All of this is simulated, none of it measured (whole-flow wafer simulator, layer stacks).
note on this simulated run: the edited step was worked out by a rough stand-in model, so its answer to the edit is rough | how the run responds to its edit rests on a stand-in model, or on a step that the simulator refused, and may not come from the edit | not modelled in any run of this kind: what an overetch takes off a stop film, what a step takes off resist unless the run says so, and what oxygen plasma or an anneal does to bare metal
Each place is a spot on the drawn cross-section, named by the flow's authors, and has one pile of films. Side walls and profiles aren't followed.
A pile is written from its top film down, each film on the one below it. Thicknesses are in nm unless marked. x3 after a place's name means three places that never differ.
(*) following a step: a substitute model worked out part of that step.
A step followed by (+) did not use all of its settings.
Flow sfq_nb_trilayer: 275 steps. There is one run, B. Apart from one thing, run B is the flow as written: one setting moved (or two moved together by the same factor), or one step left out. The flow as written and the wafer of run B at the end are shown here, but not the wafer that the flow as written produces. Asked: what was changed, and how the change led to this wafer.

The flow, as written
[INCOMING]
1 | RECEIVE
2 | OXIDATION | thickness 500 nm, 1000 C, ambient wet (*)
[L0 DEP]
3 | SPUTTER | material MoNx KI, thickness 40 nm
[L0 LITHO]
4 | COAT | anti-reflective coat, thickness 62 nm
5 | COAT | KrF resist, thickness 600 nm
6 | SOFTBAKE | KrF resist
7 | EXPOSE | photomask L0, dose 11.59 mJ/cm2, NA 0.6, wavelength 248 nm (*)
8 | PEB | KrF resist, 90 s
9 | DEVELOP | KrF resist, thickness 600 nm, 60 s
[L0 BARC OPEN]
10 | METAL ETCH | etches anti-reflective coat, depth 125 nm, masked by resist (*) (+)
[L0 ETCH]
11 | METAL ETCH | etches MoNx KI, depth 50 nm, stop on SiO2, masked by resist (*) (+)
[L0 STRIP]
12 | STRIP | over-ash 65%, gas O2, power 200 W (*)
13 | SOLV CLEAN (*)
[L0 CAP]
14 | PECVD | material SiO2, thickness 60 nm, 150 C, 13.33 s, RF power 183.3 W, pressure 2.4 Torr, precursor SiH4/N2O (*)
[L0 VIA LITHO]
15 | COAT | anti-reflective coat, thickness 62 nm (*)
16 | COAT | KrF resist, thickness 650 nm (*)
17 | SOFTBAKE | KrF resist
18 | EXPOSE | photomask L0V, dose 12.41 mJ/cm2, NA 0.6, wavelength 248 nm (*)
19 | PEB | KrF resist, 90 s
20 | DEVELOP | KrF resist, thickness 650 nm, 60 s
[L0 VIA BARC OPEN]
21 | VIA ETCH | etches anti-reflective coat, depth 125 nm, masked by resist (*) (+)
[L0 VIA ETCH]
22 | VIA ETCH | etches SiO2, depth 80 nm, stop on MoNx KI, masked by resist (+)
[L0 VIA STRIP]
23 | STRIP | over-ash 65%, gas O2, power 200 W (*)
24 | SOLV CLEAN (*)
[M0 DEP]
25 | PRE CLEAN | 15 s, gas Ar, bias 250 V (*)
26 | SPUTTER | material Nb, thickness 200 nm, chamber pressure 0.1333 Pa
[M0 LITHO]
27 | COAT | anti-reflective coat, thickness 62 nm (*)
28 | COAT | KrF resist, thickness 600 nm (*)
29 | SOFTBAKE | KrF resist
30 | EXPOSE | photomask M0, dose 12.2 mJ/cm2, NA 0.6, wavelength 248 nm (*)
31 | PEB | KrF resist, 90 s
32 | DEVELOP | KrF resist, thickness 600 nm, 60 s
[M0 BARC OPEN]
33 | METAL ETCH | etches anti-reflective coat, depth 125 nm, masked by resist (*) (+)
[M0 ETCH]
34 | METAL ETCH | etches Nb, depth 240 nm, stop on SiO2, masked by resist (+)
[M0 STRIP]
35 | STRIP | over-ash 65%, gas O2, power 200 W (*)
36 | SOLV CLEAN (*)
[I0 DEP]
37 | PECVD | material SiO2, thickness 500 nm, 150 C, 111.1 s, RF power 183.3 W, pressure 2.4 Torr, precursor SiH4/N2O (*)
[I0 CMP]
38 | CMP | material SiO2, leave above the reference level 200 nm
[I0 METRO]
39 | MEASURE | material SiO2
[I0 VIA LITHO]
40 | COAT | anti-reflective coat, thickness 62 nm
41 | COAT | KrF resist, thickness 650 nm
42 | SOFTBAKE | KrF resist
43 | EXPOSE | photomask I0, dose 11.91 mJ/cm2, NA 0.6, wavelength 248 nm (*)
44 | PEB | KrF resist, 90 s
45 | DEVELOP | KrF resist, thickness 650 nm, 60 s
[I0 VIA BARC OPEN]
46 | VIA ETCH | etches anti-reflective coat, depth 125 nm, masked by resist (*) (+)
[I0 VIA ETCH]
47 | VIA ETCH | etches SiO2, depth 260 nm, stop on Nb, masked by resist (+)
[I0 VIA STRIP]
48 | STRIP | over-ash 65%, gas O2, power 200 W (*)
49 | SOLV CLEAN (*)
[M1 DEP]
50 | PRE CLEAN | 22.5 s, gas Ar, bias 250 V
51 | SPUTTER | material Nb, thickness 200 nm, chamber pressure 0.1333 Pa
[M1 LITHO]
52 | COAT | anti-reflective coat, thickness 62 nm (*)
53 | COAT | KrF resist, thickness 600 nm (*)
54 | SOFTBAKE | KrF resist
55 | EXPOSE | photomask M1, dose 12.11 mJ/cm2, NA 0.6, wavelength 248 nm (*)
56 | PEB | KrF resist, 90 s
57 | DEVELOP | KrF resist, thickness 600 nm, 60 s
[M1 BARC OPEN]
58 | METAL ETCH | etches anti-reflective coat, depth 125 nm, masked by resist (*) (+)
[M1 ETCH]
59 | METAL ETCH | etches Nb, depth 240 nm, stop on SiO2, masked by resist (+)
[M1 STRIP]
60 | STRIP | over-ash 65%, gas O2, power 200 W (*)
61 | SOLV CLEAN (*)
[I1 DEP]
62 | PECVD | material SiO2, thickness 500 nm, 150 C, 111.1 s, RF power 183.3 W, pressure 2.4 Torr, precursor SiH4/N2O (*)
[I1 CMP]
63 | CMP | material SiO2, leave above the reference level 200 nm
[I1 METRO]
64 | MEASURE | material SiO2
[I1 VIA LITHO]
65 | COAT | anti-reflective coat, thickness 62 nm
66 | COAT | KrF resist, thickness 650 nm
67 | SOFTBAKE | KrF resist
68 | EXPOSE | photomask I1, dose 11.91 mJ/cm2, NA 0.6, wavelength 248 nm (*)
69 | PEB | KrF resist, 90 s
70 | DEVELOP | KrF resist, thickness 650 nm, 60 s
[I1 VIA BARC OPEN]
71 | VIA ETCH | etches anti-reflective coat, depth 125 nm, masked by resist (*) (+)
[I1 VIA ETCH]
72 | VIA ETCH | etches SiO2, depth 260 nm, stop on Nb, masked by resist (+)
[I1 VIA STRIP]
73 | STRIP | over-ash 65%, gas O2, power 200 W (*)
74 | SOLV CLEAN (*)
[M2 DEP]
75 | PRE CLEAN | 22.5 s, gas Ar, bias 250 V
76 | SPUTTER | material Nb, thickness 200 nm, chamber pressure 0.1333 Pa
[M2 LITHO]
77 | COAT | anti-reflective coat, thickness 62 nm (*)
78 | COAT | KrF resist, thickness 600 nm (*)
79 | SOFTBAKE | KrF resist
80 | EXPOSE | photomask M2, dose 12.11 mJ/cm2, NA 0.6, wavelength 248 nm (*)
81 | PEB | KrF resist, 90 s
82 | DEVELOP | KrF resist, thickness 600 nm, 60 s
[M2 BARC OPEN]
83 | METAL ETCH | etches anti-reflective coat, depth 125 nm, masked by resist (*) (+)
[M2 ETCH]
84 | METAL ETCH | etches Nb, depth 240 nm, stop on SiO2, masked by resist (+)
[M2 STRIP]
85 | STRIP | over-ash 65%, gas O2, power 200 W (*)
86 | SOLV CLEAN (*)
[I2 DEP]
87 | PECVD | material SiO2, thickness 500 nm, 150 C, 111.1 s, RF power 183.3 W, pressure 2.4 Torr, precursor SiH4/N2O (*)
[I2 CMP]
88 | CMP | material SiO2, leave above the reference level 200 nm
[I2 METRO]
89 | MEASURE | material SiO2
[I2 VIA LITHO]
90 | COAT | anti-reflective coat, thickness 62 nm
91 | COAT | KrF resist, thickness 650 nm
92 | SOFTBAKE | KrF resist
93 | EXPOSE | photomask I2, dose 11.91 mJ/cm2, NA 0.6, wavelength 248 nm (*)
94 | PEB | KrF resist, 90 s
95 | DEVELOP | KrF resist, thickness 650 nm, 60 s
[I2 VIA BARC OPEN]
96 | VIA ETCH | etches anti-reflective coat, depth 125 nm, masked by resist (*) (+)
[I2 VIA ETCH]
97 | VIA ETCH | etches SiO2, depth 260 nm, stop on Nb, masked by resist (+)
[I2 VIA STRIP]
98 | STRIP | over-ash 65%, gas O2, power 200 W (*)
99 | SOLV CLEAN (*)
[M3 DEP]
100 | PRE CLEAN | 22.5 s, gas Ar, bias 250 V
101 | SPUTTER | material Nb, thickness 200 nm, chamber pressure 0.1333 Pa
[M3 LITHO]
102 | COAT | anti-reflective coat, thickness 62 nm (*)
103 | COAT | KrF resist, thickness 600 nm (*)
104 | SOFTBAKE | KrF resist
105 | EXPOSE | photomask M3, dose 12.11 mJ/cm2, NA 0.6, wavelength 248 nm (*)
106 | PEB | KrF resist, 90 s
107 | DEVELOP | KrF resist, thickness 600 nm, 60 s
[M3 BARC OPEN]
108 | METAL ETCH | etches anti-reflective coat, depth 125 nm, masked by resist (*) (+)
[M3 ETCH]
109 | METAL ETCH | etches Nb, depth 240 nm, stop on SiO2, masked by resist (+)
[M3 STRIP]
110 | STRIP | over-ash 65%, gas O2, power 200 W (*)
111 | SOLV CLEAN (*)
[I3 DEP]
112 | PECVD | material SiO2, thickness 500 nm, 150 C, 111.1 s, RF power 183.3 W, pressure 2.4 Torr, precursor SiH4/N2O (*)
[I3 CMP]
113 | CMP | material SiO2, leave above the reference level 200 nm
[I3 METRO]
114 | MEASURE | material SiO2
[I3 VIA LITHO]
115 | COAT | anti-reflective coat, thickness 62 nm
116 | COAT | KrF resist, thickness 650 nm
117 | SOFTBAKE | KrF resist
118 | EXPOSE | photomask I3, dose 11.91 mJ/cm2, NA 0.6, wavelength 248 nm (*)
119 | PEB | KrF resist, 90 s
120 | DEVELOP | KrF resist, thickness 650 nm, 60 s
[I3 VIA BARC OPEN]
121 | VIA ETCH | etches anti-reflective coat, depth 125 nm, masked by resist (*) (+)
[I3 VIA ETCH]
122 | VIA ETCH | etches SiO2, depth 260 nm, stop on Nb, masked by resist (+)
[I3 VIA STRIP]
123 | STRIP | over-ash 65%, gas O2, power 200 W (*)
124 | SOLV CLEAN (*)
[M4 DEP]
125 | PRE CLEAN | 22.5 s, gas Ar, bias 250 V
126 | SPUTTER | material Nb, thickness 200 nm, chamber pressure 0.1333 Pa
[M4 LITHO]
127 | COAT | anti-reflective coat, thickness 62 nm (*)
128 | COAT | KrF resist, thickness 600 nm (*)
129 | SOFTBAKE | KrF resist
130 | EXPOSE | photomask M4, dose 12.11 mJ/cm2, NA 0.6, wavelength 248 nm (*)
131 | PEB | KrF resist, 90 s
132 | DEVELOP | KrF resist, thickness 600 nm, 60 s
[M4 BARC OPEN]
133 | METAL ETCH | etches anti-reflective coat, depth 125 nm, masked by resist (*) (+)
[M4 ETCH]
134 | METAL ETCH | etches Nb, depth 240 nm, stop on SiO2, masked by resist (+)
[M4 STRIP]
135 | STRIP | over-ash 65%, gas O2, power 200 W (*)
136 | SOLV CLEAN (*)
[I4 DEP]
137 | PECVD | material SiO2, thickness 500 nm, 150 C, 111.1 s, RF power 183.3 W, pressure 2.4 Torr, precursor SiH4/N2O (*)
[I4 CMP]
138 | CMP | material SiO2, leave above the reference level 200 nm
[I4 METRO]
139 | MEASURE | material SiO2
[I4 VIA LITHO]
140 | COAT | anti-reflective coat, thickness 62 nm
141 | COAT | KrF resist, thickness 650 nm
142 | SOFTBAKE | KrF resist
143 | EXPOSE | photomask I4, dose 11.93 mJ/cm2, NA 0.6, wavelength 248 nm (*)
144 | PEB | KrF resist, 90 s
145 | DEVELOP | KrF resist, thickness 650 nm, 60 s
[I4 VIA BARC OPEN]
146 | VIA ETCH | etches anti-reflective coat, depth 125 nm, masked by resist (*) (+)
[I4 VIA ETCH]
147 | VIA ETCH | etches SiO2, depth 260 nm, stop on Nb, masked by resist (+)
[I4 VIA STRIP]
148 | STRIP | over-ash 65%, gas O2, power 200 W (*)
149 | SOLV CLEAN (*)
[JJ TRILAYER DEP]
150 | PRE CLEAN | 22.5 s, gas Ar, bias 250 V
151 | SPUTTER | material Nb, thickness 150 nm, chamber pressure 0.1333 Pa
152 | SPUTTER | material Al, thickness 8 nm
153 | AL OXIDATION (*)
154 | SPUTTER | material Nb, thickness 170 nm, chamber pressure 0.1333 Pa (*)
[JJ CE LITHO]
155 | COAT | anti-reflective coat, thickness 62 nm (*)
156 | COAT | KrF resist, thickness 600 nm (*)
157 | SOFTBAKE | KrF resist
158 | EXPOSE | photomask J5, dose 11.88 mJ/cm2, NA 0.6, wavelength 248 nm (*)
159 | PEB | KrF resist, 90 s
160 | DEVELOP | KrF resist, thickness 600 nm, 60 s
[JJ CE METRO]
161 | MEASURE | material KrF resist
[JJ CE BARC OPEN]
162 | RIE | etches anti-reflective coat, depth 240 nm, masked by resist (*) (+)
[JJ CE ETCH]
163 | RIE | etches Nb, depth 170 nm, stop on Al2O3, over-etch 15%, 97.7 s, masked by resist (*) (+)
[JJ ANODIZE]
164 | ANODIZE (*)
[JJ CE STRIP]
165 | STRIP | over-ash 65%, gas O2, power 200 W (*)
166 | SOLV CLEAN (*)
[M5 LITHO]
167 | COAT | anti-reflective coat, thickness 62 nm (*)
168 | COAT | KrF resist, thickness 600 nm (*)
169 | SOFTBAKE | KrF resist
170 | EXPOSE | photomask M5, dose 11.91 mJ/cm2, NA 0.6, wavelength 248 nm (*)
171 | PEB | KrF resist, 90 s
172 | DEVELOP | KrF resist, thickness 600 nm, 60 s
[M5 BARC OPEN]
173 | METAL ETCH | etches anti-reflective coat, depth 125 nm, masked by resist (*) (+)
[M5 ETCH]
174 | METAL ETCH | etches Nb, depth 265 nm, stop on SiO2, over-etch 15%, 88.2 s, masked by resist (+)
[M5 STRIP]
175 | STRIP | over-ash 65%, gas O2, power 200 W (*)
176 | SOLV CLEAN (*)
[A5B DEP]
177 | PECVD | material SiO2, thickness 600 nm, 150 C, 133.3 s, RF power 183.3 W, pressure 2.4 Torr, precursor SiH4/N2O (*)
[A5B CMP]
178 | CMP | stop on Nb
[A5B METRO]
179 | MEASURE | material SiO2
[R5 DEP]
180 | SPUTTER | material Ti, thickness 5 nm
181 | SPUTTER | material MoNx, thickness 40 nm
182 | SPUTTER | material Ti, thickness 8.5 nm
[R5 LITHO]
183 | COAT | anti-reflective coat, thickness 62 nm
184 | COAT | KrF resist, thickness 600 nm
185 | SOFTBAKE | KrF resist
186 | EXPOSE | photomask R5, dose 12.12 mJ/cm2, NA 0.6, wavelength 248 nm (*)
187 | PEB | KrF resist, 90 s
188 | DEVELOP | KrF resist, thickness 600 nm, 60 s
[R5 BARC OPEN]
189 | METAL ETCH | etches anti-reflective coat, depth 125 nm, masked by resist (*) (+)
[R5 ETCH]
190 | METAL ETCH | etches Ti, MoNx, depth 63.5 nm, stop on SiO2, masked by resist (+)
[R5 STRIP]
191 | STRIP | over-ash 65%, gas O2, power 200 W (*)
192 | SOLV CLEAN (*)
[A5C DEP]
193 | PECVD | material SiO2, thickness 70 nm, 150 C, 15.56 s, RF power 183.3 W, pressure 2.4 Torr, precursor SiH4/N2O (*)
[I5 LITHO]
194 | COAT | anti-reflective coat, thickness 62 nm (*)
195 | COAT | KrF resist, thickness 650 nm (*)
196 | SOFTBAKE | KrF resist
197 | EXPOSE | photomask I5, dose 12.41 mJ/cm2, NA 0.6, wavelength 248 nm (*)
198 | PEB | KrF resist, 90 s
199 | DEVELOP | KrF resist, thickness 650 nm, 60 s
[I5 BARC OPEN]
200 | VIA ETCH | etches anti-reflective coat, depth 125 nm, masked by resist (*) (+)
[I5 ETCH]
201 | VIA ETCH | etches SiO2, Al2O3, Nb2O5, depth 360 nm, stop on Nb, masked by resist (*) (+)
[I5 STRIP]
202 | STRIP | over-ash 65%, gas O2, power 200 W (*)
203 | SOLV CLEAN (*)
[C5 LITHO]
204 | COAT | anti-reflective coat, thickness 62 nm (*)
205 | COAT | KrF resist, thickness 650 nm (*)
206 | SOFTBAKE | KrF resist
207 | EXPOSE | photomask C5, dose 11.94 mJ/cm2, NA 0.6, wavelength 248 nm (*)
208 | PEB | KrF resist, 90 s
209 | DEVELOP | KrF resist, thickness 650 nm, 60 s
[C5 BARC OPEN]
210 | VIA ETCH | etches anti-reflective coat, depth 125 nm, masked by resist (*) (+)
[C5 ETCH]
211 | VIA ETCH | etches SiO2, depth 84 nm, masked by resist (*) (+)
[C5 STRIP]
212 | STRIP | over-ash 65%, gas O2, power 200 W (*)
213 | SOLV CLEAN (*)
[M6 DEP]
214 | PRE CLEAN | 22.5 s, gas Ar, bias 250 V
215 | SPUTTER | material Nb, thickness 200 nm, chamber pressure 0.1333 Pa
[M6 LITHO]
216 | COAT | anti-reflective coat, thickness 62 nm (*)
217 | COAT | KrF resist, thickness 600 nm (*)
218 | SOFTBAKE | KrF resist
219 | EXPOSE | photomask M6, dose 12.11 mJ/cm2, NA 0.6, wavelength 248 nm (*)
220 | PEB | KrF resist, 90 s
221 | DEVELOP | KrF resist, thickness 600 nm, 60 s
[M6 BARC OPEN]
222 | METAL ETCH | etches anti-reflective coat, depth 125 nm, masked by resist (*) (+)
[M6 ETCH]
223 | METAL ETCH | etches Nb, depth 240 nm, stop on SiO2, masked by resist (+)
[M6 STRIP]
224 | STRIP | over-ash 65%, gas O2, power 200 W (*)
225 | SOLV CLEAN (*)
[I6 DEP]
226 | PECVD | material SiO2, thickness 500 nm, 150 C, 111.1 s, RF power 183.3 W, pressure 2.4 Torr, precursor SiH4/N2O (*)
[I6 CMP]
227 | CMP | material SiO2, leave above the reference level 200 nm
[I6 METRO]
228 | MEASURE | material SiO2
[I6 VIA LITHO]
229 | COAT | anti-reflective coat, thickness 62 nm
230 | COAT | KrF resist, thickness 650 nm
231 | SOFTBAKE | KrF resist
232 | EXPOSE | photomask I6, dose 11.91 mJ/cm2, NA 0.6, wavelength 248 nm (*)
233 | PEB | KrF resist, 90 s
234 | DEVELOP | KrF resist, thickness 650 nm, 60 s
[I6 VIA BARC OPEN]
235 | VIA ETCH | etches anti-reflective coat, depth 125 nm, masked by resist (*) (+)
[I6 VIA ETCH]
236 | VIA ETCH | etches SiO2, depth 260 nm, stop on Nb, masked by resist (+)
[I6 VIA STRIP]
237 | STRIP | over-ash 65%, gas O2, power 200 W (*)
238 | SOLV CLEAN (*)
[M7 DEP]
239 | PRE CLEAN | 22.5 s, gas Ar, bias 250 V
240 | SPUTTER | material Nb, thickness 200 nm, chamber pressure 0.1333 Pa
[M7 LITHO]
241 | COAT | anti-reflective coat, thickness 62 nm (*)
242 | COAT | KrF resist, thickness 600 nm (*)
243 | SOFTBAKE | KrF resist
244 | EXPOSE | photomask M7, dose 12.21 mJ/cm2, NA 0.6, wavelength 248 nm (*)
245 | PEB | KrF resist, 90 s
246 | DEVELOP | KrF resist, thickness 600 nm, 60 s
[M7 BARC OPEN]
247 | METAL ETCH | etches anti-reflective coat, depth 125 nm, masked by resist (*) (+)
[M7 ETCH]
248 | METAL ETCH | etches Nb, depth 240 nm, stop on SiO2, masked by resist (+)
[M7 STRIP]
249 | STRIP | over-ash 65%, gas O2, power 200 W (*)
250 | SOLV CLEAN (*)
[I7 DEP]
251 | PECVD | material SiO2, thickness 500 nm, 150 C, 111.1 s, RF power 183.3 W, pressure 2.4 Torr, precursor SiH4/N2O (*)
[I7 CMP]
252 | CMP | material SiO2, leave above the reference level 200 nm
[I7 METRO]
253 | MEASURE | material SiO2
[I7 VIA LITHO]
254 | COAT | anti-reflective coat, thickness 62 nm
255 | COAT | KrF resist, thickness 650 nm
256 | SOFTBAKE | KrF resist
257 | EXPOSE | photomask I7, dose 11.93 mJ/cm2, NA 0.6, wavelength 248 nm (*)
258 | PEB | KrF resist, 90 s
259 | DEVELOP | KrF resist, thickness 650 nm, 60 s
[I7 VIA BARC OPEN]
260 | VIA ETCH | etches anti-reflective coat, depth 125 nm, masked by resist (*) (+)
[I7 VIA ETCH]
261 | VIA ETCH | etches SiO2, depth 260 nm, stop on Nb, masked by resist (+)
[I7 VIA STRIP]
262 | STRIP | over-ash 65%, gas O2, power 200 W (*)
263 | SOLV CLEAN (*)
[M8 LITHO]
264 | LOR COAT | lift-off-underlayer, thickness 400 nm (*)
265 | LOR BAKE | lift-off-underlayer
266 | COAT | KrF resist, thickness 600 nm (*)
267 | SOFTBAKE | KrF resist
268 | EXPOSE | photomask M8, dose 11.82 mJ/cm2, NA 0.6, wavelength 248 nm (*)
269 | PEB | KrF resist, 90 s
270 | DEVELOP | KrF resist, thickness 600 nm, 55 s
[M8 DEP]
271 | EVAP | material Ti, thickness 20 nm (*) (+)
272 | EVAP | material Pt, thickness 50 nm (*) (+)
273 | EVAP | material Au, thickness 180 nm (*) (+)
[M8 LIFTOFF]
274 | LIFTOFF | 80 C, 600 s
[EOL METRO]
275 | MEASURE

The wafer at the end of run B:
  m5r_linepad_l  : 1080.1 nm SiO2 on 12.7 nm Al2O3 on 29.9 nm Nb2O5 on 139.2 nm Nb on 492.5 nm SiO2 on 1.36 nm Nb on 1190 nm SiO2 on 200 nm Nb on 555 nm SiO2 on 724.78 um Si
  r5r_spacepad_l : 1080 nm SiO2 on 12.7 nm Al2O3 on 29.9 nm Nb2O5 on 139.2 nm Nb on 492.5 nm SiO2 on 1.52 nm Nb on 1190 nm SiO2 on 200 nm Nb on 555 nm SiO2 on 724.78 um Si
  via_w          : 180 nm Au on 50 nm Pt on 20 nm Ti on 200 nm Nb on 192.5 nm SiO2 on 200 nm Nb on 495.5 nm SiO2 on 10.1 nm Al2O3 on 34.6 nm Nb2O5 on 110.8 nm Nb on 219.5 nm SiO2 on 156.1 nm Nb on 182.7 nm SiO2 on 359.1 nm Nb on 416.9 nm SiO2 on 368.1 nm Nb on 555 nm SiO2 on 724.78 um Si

What caused this: step 112, PECVD: thickness 220 nm was run, while the flow as written has thickness 500 nm; step 112, PECVD: 48.89 s was run, where the flow has 111.1 s.

Step by step, how the change led to this:
  112 | PECVD | material SiO2, thickness 500 nm, 150 C, 111.1 s, RF power 183.3 W, pressure 2.4 Torr, precursor SiH4/N2O (*)
      field_l, be, be_sur and 64 more: SiO2 gains 220 (it would be, as written: SiO2 gains 500)
      v_sur, via_wl, via_wr and 27 more: SiO2 gains 220 (new film) (it would be, as written: SiO2 gains 500 (new film))
      (also at 9 further places)
  113 | CMP | material SiO2, leave above the reference level 200 nm
      field_l, be, be_sur and 64 more: nothing (it would be, as written: SiO2 loses 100)
      p4_g1, p4_g2, p3_s0, p3_s1, p3_s2, p3_s3, p3_s4, p3_s5: nothing (it would be, as written: SiO2 loses 157.1)
      (also at 31 further places)
  115 | COAT | anti-reflective coat, thickness 62 nm
      m0r_space_l, m0r_space_r, m6r_space_l, m6r_space_r, m7r_space_l, m7r_space_r: anti-reflective coat gains 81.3 (new film) (it would be, as written: anti-reflective coat gains 62 (new film))
      p3_l1, p3_l2, p3_l3, p3_l4: anti-reflective coat gains 43.6 (new film) (it would be, as written: anti-reflective coat gains 62 (new film))
      (also at 80 further places)
  116 | COAT | KrF resist, thickness 650 nm
      m0r_line_l, m0r_line_r, m6r_line_l, m6r_line_r, m7r_line_l, m7r_line_r: KrF resist gains 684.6 (new film) (it would be, as written: KrF resist gains 650 (new film))
      m0r_space_l, m0r_space_r, m6r_space_l, m6r_space_r, m7r_space_l, m7r_space_r: KrF resist gains 673.9 (new film) (it would be, as written: KrF resist gains 650 (new film))
      (also at 72 further places)
  120 | DEVELOP | KrF resist, thickness 650 nm, 60 s
      via_v: KrF resist loses 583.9 (all of it) (it would be, as written: KrF resist loses 648.6 (all of it))
  121 | VIA ETCH | etches anti-reflective coat, depth 125 nm, masked by resist (*) (+)
      field_l, v_sur, via_wl and 102 more: KrF resist loses 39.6 (it would be, as written: KrF resist loses 51.7)
      via_v: anti-reflective coat loses 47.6 (all of it), SiO2 loses 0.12 (it would be, as written: anti-reflective coat loses 62 (all of it), SiO2 loses 0.16)
  123 | STRIP | over-ash 65%, gas O2, power 200 W (*)
      m0r_line_l, m0r_line_r, m6r_line_l, m6r_line_r, m7r_line_l, m7r_line_r: KrF resist loses 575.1 (all of it), anti-reflective coat loses 61.8 (all of it) (it would be, as written: KrF resist loses 528.6 (all of it), anti-reflective coat loses 62 (all of it))
      m0r_space_l, m0r_space_r, m6r_space_l, m6r_space_r, m7r_space_l, m7r_space_r: KrF resist loses 564.5 (all of it), anti-reflective coat loses 81.3 (all of it) (it would be, as written: KrF resist loses 528.6 (all of it), anti-reflective coat loses 62 (all of it))
      (also at 93 further places)
  126 | SPUTTER | material Nb, thickness 200 nm, chamber pressure 0.1333 Pa
      via_w: Nb gains 156.1 (new film) (it would be, as written: Nb gains 200 (new film))
  127 | COAT | anti-reflective coat, thickness 62 nm (*)
      p3_l1, p3_l2, p3_l3, p3_l4: anti-reflective coat gains 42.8 (new film) (it would be, as written: anti-reflective coat gains 62 (new film))
      p3_fr, m0r_space_r, m6r_space_r, m7r_space_r: anti-reflective coat gains 80.7 (new film) (it would be, as written: anti-reflective coat gains 62 (new film))
      (also at 80 further places)
  128 | COAT | KrF resist, thickness 600 nm (*)
      m0r_space_r, m5r_space_l, m5r_space_r, m6r_space_r, m7r_space_r: KrF resist gains 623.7 (new film) (it would be, as written: KrF resist gains 600 (new film))
      wl_j_sl, m8r_pad_l, m8r_pad_r: KrF resist gains 572.1 (new film) (it would be, as written: KrF resist gains 600 (new film))
      (also at 77 further places)
  132 | DEVELOP | KrF resist, thickness 600 nm, 60 s
      m0r_space_r, m5r_space_l, m5r_space_r, m6r_space_r, m7r_space_r: KrF resist loses 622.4 (all of it) (it would be, as written: KrF resist loses 598.7 (all of it))
      m0r_line_l, m6r_line_l, m7r_line_l: KrF resist loses 631.1 (all of it) (it would be, as written: KrF resist loses 598.7 (all of it))
      (also at 41 further places)
  133 | METAL ETCH | etches anti-reflective coat, depth 125 nm, masked by resist (*) (+)
      m5r_linepad_l, m5r_linepad_r, r5r_spacepad_l, r5r_spacepad_r, m8r_pad_l, m8r_pad_r: anti-reflective coat loses 125 (it would be, as written: anti-reflective coat loses 62 (all of it))
      v_sur, via_wl, via_w and 36 more: KrF resist loses 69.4 (it would be, as written: KrF resist loses 51.7)
      (also at 46 further places)
  134 | METAL ETCH | etches Nb, depth 240 nm, stop on SiO2, masked by resist (+)
      m5r_linepad_l, m5r_linepad_r: anti-reflective coat loses 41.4 (all of it), Nb loses 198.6 (it would be, as written: Nb loses 200 (all of it))
      r5r_spacepad_l, r5r_spacepad_r: anti-reflective coat loses 41.5 (all of it), Nb loses 198.5 (it would be, as written: Nb loses 200 (all of it))
      (also at 2 further places)
  135 | STRIP | over-ash 65%, gas O2, power 200 W (*)
      v_sur: KrF resist loses 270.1 (all of it), anti-reflective coat loses 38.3 (all of it) (it would be, as written: KrF resist loses 379.9 (all of it), anti-reflective coat loses 61.4 (all of it))
      via_wl: KrF resist loses 279.7 (all of it), anti-reflective coat loses 31.9 (all of it) (it would be, as written: KrF resist loses 379.4 (all of it), anti-reflective coat loses 61.3 (all of it))
      (also at 37 further places)
  137 | PECVD | material SiO2, thickness 500 nm, 150 C, 111.1 s, RF power 183.3 W, pressure 2.4 Torr, precursor SiH4/N2O (*)
      m5r_linepad_l, m5r_linepad_r, r5r_spacepad_l, r5r_spacepad_r: SiO2 gains 500 (new film) (it would be, as written: SiO2 gains 500)
      p3_s0, p3_s1, p3_s2, p3_s3, p3_s4, p3_s5: SiO2 gains 500 (it would be, as written: SiO2 gains 557.1)
      (also at 3 further places)
  138 | CMP | material SiO2, leave above the reference level 200 nm
      field_l, be, be_sur and 55 more: nothing (it would be, as written: SiO2 loses 100)
      p3_s0, p3_s1, p3_s2, p3_s3, p3_s4, p3_s5: nothing (it would be, as written: SiO2 loses 157.1)
      (also at 12 further places)
  ... another 61 steps ...
  274 | LIFTOFF | 80 C, 600 s
      be: Au loses 180 (all of it), Pt loses 50 (all of it), Ti loses 20 (all of it), KrF resist loses 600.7 (all of it), lift-off-underlayer loses 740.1 (all of it) (it would be, as written: Au loses 180 (all of it), Pt loses 50 (all of it), Ti loses 20 (all of it), KrF resist loses 572.1 (all of it), lift-off-underlayer loses 398.5 (all of it))
      be_sur: Au loses 180 (all of it), Pt loses 50 (all of it), Ti loses 20 (all of it), KrF resist loses 582.8 (all of it), lift-off-underlayer loses 376.7 (all of it) (it would be, as written: Au loses 180 (all of it), Pt loses 50 (all of it), Ti loses 20 (all of it), KrF resist loses 572.6 (all of it), lift-off-underlayer loses 398.9 (all of it))
If metal films that touch count as one body, m5r_linepad_l has 3 bodies (between them, from the top down: SiO2 492.5; SiO2 1190); the flow as written gives 2 bodies (between them, from the top down: SiO2 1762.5).
If metal films that touch count as one body, r5r_spacepad_l has 3 bodies (between them, from the top down: SiO2 492.5; SiO2 1190); the flow as written gives 2 bodies (between them, from the top down: SiO2 1762.5).
If metal films that touch count as one body, via_w has 6 bodies (between them, from the top down: SiO2 192.5; SiO2 495.5 / Al2O3 10.1 / Nb2O5 34.6; SiO2 219.5; SiO2 182.7; SiO2 416.9); the flow as written gives 5 bodies (between them, from the top down: SiO2 192.5; SiO2 427.3 / Al2O3 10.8 / Nb2O5 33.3; SiO2 425.9; SiO2 416.9).
